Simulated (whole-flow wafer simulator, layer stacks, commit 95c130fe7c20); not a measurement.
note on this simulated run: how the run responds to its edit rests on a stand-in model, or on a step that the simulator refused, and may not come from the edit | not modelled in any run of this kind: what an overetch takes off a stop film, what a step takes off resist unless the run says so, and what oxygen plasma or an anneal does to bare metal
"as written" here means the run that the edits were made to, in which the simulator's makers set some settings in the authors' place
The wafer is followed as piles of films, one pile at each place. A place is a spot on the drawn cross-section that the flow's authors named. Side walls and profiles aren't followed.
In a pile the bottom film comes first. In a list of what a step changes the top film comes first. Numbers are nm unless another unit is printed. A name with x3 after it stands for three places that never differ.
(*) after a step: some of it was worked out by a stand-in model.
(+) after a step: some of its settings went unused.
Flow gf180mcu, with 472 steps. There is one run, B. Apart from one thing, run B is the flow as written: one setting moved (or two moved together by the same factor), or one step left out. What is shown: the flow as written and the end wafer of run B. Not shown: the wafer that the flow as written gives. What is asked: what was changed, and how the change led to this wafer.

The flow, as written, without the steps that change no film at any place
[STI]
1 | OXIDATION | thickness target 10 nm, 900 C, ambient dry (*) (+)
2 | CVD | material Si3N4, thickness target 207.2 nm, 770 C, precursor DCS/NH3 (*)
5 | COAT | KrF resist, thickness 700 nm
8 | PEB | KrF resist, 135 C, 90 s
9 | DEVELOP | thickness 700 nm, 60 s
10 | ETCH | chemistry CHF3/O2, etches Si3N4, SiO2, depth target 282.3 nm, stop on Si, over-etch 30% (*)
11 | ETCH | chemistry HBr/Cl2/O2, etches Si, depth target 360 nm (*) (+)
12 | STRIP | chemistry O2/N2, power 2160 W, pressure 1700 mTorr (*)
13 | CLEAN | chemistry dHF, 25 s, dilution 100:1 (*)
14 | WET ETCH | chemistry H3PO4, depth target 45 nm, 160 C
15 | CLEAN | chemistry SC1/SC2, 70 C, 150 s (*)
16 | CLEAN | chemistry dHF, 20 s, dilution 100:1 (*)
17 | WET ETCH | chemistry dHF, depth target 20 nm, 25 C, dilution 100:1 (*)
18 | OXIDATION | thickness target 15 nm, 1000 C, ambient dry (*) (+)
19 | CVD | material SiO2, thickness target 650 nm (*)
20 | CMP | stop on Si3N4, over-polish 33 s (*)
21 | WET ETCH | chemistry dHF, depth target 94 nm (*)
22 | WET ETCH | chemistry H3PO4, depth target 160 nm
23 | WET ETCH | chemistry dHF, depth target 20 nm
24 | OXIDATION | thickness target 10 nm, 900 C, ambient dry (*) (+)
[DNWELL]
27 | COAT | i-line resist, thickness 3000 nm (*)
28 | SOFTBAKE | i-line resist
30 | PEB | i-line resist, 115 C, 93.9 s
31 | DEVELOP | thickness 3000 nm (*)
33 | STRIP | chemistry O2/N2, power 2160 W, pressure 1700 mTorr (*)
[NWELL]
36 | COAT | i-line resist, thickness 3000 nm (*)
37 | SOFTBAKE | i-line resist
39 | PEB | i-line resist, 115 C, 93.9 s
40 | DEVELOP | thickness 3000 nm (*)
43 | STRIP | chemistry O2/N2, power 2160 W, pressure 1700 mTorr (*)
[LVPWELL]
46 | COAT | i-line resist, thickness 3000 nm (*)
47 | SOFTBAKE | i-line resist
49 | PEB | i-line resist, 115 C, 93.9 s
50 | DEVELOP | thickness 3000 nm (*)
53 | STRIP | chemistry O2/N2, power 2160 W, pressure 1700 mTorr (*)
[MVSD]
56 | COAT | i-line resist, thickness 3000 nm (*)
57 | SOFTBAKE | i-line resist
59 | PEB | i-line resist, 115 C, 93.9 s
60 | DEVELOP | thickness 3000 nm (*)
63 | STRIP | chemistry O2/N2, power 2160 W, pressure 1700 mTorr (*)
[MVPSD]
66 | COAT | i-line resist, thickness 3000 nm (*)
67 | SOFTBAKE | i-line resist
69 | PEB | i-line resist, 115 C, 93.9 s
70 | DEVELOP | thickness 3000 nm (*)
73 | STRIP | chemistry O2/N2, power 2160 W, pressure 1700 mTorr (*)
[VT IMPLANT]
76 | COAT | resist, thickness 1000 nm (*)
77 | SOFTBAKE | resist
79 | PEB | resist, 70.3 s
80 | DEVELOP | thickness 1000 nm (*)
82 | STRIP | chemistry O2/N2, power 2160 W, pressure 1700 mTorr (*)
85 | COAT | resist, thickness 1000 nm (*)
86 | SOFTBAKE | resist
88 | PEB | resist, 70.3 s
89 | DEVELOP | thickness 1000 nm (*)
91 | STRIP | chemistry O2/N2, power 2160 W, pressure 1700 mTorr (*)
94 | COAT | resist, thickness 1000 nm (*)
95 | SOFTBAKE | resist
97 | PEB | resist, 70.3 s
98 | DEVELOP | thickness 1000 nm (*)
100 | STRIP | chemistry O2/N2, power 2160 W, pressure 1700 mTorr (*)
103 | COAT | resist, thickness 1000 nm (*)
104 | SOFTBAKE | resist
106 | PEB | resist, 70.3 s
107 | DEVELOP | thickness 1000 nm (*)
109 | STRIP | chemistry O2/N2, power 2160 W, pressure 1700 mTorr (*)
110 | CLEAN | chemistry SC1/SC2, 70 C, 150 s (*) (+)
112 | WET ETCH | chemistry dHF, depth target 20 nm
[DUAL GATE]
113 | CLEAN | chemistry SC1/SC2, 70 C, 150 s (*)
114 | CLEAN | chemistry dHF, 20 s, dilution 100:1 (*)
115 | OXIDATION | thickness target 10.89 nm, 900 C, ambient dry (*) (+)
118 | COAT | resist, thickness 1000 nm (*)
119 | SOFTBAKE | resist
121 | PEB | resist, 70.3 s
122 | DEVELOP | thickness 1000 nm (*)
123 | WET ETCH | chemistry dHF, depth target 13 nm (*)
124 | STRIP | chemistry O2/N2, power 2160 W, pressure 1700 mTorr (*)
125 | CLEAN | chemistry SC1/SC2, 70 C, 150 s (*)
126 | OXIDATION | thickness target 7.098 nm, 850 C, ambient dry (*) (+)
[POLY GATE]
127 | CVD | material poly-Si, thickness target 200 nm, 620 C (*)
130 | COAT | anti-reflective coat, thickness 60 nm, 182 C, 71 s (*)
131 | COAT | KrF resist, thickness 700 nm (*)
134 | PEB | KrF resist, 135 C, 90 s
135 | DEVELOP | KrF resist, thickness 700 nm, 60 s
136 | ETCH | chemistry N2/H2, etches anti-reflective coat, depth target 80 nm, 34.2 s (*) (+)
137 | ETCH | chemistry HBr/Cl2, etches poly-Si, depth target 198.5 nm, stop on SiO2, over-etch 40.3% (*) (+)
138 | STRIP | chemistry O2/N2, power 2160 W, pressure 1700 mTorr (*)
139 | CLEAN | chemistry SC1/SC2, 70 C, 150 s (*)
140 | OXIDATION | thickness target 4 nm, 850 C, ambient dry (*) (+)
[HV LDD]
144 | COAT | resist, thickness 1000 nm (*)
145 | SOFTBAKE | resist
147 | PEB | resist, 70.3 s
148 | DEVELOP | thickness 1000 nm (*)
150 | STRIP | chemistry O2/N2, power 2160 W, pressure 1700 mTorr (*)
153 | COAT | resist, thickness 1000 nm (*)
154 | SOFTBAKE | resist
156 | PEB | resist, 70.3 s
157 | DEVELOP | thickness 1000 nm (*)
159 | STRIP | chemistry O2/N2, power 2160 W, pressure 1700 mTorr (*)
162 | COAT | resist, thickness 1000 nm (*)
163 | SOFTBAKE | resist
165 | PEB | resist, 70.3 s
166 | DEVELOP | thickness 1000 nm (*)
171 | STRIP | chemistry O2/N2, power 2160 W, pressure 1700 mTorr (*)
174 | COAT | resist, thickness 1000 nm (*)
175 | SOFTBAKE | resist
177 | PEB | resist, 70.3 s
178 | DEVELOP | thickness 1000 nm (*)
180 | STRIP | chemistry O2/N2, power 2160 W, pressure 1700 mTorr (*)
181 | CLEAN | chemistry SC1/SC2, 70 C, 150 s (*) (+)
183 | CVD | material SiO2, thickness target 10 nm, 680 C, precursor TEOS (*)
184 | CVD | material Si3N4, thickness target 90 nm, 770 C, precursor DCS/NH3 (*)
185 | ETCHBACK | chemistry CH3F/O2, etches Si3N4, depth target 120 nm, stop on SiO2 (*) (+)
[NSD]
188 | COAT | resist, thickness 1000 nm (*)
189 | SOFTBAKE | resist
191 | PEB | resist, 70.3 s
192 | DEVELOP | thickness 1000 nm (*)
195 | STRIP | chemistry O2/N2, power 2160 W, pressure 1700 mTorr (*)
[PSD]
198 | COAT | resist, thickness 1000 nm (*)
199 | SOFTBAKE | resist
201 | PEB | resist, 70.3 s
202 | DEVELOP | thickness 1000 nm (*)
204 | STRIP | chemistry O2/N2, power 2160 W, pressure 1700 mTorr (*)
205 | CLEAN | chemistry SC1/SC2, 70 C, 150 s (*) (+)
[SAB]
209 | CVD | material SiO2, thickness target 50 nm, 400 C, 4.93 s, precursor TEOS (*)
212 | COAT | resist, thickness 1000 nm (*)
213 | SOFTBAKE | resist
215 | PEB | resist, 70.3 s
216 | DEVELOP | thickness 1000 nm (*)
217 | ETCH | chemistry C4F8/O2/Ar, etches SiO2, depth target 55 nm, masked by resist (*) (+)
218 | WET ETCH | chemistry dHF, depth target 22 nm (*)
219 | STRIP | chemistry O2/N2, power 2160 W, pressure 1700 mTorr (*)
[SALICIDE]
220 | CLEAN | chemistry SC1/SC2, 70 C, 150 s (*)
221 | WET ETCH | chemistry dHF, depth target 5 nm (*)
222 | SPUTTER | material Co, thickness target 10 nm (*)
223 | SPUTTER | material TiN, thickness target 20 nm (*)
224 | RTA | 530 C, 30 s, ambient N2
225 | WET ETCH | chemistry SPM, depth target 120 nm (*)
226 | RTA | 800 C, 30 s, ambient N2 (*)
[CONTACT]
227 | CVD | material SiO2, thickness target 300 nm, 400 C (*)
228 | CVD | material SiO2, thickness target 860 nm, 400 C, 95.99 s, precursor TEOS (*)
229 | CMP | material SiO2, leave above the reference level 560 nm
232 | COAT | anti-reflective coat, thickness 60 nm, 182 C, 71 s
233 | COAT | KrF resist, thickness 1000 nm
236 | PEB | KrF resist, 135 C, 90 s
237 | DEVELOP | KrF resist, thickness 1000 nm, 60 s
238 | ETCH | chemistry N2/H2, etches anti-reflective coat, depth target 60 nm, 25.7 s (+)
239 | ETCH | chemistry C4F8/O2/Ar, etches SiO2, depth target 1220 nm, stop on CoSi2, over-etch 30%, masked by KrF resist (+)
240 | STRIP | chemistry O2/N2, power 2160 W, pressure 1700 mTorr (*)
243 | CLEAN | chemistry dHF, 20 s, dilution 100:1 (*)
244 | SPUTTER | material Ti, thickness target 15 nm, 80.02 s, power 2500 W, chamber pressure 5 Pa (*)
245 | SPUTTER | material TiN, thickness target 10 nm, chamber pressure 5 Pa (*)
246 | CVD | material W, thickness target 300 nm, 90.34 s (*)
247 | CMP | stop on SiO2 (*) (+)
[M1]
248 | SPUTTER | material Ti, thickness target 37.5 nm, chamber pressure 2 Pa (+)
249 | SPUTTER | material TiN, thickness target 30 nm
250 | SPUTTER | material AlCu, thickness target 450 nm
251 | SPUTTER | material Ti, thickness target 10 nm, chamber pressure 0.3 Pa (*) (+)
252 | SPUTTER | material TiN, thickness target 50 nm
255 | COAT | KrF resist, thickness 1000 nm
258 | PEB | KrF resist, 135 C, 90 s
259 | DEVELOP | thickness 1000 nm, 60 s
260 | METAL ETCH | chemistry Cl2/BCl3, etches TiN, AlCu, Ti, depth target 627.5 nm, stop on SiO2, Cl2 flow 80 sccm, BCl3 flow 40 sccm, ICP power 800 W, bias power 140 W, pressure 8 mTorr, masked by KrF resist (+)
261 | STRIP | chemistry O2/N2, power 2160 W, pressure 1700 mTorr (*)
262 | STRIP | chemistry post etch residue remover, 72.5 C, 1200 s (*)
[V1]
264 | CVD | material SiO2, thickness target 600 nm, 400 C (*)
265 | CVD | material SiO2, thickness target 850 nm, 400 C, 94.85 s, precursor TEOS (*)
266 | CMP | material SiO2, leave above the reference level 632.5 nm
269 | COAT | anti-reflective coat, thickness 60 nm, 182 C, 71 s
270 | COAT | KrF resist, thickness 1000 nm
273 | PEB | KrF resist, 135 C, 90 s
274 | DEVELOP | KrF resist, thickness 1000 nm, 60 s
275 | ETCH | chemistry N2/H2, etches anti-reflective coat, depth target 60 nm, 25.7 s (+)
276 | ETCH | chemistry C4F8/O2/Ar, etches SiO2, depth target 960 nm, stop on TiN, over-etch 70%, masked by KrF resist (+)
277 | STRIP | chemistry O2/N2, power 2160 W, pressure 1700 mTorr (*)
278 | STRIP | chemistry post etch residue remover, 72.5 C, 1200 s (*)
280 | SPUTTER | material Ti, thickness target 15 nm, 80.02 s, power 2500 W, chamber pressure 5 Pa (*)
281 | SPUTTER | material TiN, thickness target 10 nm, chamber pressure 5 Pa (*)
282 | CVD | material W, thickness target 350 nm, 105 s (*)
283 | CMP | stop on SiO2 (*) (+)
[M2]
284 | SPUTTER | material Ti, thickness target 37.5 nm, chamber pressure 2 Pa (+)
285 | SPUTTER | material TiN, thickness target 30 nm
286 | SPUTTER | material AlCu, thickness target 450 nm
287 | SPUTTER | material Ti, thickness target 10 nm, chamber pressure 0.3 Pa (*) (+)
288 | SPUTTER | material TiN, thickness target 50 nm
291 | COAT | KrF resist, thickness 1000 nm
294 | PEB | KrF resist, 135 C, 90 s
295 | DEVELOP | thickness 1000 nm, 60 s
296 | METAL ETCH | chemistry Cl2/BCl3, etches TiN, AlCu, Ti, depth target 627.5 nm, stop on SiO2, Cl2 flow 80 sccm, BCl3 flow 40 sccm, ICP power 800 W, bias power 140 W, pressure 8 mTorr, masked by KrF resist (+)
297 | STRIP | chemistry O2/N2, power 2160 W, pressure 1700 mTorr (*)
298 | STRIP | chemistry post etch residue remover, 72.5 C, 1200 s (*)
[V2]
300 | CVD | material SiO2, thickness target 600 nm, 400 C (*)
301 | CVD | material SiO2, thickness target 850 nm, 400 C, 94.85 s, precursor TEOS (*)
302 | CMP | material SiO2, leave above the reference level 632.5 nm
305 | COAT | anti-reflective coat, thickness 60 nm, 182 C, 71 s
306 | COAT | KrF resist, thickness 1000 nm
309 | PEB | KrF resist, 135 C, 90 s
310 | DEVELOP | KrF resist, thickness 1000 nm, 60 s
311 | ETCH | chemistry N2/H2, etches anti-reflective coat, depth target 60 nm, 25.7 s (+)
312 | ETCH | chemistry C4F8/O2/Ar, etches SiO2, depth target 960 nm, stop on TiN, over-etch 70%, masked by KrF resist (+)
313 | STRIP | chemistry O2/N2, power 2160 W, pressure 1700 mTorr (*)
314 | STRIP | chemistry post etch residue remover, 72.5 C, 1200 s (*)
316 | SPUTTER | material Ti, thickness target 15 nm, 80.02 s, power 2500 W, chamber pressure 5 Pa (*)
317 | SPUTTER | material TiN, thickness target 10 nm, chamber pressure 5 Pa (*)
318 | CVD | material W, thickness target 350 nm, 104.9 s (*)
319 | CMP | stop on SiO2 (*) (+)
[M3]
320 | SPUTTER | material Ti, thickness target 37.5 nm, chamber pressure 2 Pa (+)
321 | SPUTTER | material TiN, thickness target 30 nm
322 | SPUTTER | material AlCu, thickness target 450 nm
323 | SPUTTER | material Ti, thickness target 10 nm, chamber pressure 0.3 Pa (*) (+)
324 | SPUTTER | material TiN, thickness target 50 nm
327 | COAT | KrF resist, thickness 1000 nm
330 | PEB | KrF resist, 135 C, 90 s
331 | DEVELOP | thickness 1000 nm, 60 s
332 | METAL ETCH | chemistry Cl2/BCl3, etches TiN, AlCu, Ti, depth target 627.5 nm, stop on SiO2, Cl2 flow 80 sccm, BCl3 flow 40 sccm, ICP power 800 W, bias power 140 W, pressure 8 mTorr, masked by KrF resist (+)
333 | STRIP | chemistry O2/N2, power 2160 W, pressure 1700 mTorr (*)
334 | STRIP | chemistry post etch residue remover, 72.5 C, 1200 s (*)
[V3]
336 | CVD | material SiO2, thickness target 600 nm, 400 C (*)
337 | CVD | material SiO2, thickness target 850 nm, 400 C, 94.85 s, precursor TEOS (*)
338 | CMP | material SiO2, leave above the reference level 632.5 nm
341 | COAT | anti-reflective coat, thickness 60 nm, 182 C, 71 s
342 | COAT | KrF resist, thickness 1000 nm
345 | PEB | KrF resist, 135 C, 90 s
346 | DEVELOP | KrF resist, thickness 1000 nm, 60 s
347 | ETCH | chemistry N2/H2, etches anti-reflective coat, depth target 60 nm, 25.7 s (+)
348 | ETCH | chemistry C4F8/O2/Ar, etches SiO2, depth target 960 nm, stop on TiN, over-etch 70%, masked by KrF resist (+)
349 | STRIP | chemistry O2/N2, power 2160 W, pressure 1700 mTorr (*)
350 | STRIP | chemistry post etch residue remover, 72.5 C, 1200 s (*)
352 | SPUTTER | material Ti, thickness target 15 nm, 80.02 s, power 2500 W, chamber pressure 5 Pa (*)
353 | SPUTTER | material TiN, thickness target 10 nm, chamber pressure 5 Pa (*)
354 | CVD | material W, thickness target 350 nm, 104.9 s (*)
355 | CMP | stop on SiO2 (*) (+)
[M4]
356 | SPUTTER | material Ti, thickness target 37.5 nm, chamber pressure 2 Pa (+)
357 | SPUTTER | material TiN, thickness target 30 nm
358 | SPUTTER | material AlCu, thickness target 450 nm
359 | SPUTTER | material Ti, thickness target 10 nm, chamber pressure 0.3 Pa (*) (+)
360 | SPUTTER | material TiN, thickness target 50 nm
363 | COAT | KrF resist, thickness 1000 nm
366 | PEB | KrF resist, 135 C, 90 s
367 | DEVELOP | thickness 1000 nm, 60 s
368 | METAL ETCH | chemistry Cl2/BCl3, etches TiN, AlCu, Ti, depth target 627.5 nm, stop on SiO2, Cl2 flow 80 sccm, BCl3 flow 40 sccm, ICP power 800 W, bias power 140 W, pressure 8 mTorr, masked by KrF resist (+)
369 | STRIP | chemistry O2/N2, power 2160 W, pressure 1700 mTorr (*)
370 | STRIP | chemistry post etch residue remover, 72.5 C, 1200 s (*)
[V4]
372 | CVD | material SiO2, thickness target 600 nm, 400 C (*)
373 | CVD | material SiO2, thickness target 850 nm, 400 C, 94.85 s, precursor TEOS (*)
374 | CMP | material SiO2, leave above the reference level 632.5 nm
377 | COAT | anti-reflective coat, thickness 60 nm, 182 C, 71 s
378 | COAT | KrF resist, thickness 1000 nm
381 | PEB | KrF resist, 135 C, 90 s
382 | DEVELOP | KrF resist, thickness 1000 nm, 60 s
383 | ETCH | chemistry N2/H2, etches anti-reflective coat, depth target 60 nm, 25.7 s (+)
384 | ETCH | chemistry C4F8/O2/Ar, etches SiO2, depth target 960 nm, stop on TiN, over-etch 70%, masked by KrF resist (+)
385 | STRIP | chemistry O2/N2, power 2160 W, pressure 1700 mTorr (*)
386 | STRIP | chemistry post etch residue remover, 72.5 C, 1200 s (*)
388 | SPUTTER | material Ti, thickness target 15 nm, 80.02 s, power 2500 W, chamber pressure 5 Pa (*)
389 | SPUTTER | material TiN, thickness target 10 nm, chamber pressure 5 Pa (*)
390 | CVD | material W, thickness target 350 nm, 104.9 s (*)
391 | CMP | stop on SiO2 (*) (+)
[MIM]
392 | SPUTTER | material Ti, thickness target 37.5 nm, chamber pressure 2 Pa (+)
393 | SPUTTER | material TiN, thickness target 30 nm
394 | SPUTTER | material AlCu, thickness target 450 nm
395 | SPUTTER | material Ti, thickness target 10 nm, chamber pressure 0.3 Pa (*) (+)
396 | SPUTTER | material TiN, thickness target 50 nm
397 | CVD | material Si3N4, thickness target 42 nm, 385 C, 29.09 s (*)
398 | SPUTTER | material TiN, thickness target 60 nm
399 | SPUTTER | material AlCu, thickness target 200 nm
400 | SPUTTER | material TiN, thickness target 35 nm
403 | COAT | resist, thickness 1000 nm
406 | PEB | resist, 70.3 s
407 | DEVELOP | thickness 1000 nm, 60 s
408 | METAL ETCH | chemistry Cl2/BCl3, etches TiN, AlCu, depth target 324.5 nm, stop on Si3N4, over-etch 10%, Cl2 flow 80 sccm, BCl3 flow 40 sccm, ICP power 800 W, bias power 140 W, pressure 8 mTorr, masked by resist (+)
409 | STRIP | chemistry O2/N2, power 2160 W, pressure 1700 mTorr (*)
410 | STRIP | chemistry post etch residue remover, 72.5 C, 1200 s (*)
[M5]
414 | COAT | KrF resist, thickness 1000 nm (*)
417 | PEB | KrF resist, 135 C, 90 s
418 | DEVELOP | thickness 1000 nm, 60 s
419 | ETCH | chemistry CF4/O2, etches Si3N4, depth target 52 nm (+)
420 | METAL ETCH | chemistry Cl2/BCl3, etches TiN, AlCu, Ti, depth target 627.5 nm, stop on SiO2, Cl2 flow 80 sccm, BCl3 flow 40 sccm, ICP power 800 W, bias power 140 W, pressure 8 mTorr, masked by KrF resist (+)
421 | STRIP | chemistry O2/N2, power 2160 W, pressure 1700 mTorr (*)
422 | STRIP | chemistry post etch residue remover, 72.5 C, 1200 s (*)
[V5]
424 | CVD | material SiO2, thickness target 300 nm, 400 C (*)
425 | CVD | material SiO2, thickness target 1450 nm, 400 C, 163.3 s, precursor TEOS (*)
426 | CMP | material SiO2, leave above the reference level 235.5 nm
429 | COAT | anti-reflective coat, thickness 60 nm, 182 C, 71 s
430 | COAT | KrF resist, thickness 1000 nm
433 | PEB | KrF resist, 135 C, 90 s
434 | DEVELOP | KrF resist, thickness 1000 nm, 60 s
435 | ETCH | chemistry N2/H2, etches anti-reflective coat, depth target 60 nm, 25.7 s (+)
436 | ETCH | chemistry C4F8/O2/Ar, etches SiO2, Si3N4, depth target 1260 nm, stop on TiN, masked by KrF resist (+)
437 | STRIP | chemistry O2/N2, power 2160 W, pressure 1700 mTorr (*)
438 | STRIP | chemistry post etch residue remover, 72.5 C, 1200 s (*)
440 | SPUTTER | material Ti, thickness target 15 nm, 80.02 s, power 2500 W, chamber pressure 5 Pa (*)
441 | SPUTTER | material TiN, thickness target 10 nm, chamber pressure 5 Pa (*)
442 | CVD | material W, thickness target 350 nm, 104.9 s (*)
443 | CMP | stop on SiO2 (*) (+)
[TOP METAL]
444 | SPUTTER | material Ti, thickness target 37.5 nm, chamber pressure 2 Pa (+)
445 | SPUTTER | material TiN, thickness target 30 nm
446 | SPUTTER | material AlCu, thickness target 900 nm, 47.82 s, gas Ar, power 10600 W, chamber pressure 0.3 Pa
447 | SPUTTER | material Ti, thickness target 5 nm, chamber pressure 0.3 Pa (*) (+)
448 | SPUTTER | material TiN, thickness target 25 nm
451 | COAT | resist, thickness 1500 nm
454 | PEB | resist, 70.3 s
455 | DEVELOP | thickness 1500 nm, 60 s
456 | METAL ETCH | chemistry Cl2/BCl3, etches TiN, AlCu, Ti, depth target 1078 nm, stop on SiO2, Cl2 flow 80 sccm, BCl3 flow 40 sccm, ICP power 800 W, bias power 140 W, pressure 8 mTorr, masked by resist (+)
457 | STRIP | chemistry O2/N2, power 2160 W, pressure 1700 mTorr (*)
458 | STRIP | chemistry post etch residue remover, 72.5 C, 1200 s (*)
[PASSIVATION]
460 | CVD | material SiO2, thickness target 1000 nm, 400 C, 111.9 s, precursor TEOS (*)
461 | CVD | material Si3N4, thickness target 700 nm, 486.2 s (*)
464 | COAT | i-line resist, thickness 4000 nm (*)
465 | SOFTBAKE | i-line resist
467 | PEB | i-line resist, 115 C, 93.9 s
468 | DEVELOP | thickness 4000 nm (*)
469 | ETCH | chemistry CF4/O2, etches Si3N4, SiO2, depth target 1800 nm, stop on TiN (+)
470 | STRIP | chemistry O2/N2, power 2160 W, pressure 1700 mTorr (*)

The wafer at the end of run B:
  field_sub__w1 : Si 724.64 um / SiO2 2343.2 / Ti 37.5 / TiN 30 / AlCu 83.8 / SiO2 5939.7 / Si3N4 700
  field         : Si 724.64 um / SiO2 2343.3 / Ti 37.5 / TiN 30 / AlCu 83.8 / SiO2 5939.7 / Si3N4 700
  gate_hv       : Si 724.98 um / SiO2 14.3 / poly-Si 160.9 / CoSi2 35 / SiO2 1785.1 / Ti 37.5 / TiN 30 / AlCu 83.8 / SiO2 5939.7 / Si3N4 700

Cause: step 286, SPUTTER: thickness target 657 nm was run, though the flow has thickness target 450 nm.

The path from the change to this, step by step:
  286 | SPUTTER | material AlCu, thickness target 450 nm
      field, field__w1, field__w2 and 108 more: +657 AlCu (new film) (it would be, as written: +450 AlCu (new film))
  296 | METAL ETCH | chemistry Cl2/BCl3, etches TiN, AlCu, Ti, depth target 627.5 nm, stop on SiO2, Cl2 flow 80 sccm, BCl3 flow 40 sccm, ICP power 800 W, bias power 140 W, pressure 8 mTorr, masked by KrF resist (+)
      field, field__w1, field__w2 and 103 more: -50 TiN (all of it), -10 Ti (all of it), -567.5 AlCu (it would be, as written: -50 TiN (all of it), -10 Ti (all of it), -450 AlCu (all of it), -30 TiN (all of it), -37.5 Ti (all of it))
  298 | STRIP | chemistry post etch residue remover, 72.5 C, 1200 s (*)
      field, field__w1, field__w2 and 103 more: -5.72 AlCu (it would be, as written: nothing)
  300 | CVD | material SiO2, thickness target 600 nm, 400 C (*)
      field, field__w1, field__w2 and 103 more: +600 SiO2 (new film) (it would be, as written: +600 SiO2)
  302 | CMP | material SiO2, leave above the reference level 632.5 nm
      field, field__w1, field__w2 and 103 more: -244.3 SiO2 (it would be, as written: -300 SiO2)
If metal films that touch count as one body, field_sub__w1 has 1 body; the flow as written gives 0 bodies.
If metal films that touch count as one body, field has 1 body; the flow as written gives 0 bodies.
If metal films that touch count as one body, gate_hv has 2 bodies (between them, from the top down: SiO2 1785.1); the flow as written gives 1 body.
